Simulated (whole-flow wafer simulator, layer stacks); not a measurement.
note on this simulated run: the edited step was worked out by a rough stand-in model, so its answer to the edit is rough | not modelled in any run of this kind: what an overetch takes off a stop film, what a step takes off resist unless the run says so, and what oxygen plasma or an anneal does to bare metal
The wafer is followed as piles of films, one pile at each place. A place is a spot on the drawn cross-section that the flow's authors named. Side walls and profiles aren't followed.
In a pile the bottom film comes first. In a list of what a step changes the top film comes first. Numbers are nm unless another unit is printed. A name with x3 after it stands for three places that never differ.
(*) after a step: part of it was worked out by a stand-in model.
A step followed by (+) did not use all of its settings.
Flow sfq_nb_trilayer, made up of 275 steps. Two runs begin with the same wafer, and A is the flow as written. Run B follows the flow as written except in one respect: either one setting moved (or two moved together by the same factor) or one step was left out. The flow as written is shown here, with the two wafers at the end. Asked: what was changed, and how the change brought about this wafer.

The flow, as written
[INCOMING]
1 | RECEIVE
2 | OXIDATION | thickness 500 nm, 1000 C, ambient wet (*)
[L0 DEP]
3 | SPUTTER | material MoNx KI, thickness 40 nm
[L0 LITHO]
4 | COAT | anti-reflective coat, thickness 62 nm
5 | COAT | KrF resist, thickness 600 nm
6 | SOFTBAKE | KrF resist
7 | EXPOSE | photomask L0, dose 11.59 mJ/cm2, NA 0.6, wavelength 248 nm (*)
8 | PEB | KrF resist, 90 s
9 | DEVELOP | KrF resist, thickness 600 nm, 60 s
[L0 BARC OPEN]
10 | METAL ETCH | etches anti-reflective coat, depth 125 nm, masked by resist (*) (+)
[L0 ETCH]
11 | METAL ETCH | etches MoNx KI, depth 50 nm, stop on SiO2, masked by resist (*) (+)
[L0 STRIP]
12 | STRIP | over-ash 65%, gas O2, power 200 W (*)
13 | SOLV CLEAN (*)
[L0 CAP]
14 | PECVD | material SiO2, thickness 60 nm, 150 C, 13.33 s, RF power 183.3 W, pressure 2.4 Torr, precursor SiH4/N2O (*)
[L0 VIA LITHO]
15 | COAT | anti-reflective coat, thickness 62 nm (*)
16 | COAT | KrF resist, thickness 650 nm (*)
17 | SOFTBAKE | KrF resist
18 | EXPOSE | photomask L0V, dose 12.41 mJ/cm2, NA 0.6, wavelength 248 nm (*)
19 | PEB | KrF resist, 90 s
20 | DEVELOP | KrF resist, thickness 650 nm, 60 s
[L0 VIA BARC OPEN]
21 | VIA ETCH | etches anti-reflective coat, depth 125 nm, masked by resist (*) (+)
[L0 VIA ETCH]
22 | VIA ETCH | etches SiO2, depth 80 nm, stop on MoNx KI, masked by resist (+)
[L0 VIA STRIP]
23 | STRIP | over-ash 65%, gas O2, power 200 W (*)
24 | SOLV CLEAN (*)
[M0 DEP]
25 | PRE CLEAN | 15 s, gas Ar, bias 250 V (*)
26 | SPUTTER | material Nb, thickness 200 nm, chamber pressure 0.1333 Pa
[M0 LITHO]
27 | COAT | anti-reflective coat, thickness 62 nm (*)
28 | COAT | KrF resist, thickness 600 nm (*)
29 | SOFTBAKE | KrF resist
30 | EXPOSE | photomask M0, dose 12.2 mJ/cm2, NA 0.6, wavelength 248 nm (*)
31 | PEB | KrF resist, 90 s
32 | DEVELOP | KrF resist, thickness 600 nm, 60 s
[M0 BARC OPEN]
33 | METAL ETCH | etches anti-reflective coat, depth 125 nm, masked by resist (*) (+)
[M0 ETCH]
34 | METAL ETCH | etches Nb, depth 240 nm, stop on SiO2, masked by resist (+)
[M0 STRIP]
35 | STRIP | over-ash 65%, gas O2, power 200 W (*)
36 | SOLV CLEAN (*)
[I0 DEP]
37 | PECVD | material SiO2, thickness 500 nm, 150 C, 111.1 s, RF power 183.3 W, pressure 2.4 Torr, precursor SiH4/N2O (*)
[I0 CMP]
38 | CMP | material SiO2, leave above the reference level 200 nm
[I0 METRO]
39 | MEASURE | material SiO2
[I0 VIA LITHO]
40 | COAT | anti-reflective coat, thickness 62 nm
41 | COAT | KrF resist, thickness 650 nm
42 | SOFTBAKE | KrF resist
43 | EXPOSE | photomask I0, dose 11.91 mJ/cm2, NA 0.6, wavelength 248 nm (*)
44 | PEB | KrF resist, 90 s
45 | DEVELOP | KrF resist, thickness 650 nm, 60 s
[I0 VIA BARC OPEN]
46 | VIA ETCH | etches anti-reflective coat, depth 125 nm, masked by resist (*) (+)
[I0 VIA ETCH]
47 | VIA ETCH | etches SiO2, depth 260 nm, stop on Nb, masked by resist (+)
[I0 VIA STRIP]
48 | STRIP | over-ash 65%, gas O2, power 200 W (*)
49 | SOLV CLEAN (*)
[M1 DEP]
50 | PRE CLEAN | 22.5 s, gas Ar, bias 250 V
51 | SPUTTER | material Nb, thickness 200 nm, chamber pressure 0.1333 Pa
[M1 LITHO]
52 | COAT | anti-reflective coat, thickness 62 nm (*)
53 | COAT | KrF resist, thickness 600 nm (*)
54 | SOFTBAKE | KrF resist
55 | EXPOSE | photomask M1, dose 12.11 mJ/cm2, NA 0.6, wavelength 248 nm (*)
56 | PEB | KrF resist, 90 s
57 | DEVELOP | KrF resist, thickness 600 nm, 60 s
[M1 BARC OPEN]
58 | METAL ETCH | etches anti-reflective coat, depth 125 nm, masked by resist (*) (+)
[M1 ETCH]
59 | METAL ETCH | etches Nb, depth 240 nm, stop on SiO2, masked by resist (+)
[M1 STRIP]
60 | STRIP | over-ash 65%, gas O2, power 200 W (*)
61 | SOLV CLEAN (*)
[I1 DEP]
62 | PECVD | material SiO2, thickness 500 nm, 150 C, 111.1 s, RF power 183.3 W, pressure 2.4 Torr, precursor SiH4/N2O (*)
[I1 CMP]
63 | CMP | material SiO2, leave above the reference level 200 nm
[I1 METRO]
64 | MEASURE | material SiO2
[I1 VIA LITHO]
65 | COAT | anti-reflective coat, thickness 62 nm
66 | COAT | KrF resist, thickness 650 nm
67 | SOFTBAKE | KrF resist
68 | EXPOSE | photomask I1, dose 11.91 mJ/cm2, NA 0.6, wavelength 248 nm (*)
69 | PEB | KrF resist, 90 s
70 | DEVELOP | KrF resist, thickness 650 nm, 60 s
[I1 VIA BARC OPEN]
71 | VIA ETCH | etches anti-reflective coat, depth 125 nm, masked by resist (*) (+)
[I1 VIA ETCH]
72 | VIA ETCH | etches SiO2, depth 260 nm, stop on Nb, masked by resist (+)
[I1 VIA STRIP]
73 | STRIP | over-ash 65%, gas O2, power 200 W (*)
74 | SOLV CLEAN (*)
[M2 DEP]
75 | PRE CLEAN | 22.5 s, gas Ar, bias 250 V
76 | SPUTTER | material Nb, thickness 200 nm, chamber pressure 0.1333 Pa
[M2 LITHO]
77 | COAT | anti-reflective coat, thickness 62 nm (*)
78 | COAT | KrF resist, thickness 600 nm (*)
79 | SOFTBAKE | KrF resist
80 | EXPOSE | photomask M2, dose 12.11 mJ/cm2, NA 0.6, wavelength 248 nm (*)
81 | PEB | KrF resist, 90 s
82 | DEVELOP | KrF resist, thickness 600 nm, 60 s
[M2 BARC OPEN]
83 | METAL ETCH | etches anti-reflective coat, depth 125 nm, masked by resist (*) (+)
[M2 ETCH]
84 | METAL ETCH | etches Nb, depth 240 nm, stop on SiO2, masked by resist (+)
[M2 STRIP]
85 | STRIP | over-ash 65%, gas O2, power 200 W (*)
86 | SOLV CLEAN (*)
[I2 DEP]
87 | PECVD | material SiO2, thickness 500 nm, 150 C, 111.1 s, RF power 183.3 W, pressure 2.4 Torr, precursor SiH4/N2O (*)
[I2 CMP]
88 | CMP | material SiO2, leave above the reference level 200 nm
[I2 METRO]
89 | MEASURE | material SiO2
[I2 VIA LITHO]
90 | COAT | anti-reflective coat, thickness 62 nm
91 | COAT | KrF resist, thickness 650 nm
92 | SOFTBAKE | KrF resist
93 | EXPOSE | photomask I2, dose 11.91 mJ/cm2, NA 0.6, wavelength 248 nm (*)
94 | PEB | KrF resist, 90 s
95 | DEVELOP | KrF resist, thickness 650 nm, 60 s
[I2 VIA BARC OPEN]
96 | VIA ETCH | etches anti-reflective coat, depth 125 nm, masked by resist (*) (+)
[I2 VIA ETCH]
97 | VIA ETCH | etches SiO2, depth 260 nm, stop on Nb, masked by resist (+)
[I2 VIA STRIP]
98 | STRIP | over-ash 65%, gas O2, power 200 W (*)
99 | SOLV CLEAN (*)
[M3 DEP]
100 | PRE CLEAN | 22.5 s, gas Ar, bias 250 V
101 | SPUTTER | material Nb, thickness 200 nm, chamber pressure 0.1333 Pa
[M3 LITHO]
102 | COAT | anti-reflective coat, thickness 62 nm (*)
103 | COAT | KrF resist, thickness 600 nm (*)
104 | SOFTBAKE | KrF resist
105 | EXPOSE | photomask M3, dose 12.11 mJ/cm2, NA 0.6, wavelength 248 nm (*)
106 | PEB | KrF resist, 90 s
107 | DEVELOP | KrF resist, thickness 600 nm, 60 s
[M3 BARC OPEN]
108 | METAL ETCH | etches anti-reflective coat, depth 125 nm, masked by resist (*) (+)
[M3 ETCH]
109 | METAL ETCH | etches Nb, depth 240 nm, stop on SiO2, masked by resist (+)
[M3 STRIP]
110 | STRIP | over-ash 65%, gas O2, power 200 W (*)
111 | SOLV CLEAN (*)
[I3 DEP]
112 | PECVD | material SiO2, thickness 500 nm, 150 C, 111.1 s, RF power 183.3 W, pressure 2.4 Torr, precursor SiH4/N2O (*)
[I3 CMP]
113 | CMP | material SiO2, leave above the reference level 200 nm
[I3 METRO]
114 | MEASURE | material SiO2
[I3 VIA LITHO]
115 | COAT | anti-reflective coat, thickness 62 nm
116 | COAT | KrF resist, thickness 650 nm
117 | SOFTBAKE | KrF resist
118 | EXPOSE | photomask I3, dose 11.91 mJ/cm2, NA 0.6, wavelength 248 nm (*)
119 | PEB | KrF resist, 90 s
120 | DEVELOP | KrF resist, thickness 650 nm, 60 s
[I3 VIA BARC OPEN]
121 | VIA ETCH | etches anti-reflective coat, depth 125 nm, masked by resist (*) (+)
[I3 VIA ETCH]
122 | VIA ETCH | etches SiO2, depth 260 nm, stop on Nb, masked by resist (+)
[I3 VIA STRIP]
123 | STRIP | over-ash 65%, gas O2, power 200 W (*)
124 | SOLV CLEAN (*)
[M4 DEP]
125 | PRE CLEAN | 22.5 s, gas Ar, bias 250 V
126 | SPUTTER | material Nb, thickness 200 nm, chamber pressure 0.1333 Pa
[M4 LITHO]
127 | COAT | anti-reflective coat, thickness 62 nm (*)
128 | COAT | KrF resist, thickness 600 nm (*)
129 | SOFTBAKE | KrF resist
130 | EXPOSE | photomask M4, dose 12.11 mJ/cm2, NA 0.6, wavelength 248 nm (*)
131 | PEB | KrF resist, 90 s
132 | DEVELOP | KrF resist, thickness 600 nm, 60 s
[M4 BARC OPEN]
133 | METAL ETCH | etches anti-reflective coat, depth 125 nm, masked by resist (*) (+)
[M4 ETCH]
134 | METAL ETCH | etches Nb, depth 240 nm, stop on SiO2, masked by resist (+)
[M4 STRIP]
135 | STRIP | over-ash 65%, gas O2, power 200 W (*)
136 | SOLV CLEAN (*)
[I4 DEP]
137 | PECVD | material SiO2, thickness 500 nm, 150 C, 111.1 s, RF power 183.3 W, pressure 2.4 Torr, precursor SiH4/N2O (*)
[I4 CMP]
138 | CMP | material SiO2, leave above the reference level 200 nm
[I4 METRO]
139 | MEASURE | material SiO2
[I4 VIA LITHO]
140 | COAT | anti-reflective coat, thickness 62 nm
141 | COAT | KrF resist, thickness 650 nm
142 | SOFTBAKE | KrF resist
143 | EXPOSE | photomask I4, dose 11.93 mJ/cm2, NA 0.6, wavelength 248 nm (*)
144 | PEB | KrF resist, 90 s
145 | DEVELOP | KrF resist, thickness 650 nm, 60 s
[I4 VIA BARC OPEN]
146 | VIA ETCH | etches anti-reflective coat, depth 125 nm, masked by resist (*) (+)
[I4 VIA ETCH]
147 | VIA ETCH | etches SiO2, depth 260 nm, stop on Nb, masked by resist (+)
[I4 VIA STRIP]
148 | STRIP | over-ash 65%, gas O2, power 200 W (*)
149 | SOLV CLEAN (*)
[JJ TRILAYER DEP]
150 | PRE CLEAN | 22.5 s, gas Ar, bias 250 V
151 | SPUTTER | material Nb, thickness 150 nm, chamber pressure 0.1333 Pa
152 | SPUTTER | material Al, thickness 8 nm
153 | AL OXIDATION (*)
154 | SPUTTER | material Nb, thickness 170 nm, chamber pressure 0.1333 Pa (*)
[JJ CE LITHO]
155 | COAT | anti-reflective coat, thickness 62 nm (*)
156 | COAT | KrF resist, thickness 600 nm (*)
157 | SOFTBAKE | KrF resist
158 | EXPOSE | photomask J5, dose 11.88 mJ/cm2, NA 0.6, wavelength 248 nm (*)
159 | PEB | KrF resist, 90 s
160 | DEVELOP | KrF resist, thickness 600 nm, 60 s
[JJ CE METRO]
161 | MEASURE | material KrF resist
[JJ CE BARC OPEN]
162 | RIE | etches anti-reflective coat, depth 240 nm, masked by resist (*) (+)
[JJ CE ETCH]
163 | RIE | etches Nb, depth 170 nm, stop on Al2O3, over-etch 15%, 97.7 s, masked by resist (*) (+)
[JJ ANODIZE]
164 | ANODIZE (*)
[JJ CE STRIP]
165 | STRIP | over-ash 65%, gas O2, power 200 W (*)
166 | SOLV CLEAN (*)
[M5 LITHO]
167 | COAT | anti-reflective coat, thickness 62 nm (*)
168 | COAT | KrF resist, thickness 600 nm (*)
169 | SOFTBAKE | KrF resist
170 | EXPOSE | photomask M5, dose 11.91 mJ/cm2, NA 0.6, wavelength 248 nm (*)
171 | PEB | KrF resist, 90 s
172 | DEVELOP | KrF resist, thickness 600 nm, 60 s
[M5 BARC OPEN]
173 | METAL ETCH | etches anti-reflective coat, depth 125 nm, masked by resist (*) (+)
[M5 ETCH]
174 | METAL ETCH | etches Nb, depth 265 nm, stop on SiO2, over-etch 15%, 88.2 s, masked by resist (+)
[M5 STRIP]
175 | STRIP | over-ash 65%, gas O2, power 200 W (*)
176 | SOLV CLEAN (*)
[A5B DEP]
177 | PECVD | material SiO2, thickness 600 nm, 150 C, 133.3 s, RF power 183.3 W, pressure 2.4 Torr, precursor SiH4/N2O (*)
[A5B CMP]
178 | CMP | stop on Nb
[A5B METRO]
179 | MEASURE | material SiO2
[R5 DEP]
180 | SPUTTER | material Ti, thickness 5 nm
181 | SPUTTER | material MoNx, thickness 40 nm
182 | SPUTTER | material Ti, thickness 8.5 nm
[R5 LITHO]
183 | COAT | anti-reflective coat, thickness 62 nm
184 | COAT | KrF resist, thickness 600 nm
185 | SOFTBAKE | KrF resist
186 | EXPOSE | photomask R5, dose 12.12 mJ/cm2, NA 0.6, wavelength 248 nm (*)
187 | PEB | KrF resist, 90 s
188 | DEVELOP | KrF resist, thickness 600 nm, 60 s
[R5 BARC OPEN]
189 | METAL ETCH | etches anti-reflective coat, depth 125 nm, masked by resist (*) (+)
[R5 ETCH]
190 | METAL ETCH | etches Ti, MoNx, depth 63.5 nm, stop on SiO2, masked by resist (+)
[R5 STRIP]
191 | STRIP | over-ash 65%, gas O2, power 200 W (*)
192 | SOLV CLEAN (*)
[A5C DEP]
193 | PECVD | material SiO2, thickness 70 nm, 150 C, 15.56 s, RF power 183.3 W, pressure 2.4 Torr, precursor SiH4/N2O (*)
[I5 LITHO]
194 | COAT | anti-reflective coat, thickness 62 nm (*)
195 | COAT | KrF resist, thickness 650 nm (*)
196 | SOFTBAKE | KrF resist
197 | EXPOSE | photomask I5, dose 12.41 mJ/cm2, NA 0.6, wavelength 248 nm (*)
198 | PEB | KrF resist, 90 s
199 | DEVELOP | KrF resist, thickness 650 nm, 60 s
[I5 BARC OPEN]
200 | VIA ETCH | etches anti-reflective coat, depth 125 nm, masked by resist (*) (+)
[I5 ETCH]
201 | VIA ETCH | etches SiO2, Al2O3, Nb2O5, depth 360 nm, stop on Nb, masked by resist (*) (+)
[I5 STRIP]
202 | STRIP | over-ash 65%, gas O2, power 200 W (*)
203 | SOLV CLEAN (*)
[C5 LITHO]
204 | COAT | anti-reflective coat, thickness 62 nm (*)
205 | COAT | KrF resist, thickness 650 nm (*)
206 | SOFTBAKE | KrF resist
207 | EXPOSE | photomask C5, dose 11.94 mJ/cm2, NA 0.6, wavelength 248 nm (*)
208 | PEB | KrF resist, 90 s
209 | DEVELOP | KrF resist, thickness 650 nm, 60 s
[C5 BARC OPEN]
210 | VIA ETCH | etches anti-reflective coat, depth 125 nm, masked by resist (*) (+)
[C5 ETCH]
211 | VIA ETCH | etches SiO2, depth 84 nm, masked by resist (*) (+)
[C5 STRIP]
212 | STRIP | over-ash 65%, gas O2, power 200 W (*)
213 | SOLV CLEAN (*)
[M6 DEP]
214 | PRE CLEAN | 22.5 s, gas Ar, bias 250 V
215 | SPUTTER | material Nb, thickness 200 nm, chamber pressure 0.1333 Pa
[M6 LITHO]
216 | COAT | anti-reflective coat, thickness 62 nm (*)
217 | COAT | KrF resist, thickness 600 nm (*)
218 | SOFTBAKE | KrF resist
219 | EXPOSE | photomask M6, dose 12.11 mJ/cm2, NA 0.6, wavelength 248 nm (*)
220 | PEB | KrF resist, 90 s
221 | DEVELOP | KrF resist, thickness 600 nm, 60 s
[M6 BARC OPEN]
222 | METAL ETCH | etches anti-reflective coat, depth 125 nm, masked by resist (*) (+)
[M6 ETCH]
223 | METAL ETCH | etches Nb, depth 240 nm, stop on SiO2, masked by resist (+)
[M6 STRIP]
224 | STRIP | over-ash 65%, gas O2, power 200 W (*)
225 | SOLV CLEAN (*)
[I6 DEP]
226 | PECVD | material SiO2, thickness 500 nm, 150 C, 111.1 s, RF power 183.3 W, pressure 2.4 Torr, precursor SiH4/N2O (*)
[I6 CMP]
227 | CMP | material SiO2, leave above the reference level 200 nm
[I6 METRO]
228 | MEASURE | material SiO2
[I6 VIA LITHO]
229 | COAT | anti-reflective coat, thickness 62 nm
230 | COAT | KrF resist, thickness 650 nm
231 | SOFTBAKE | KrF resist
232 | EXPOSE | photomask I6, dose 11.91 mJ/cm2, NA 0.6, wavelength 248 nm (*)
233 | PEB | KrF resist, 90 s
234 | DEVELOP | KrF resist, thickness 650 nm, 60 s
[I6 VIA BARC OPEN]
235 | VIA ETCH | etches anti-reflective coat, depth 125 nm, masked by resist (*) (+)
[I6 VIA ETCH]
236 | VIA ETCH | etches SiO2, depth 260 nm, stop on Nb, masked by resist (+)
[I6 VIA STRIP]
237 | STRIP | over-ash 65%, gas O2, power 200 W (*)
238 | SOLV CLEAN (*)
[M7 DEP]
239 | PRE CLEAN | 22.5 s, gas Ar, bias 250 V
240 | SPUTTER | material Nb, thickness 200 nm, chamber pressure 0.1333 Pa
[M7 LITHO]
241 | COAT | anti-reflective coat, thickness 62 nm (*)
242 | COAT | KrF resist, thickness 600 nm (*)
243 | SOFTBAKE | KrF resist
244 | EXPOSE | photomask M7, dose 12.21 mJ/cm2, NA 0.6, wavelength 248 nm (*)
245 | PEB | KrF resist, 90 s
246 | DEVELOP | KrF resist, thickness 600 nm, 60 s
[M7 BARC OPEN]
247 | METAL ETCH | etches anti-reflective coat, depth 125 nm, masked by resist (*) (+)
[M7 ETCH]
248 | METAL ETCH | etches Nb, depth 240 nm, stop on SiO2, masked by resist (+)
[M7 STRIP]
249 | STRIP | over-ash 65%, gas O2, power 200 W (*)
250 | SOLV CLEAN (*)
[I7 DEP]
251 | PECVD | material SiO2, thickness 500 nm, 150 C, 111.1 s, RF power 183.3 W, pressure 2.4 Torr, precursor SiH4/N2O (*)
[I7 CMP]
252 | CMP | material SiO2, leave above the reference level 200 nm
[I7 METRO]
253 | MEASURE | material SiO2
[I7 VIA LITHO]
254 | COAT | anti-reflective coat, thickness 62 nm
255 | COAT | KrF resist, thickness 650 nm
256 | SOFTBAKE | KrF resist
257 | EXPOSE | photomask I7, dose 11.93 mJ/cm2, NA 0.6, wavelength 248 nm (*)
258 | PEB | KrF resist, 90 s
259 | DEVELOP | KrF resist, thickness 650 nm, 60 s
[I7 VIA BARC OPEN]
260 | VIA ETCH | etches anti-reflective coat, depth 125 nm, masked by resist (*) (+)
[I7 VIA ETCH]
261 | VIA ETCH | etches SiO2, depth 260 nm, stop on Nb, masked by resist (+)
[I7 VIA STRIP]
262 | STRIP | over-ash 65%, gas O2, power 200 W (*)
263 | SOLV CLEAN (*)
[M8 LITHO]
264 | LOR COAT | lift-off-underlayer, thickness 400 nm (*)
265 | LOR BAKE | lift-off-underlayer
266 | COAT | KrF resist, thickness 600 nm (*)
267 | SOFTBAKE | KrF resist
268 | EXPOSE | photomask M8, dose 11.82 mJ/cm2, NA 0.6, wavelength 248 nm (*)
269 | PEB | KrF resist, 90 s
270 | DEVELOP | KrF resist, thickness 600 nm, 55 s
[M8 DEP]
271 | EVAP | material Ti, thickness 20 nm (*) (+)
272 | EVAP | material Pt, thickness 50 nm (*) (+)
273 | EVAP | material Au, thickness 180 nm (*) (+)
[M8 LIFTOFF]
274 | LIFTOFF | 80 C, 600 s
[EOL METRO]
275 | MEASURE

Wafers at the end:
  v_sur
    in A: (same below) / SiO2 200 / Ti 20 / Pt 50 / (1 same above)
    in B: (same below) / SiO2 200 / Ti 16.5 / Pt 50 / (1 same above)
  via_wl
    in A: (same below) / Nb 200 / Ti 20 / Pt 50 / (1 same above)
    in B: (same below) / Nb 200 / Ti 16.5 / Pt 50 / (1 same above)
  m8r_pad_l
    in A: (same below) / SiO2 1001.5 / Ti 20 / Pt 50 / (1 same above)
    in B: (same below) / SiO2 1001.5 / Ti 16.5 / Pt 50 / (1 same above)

Cause: step 271, EVAP: thickness 16.5 nm was run, whereas the flow has thickness 20 nm.
The wafer itself shows it: v_sur has Ti 16.5, and step 271 as written asks for 20 nm.

How this came from the change, step by step:
  271 | EVAP | material Ti, thickness 20 nm (*) (+)
      field_l, v_sur, via_wl and 103 more: A Ti gains 20 (new film) | B Ti gains 16.5 (new film)
  274 | LIFTOFF | 80 C, 600 s
      p4_fl, p4_fm, p4_w1 and 71 more: A Au loses 180 (all of it), Pt loses 50 (all of it), Ti loses 20 (all of it), KrF resist loses 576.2 (all of it), lift-off-underlayer loses 400 (all of it) | B Au loses 180 (all of it), Pt loses 50 (all of it), Ti loses 16.5 (all of it), KrF resist loses 576.2 (all of it), lift-off-underlayer loses 400 (all of it)
      c5j, ce_r: A Au loses 180 (all of it), Pt loses 50 (all of it), Ti loses 20 (all of it), KrF resist loses 573.3 (all of it), lift-off-underlayer loses 399.3 (all of it) | B Au loses 180 (all of it), Pt loses 50 (all of it), Ti loses 16.5 (all of it), KrF resist loses 573.3 (all of it), lift-off-underlayer loses 399.3 (all of it)
      (also at 19 further places)
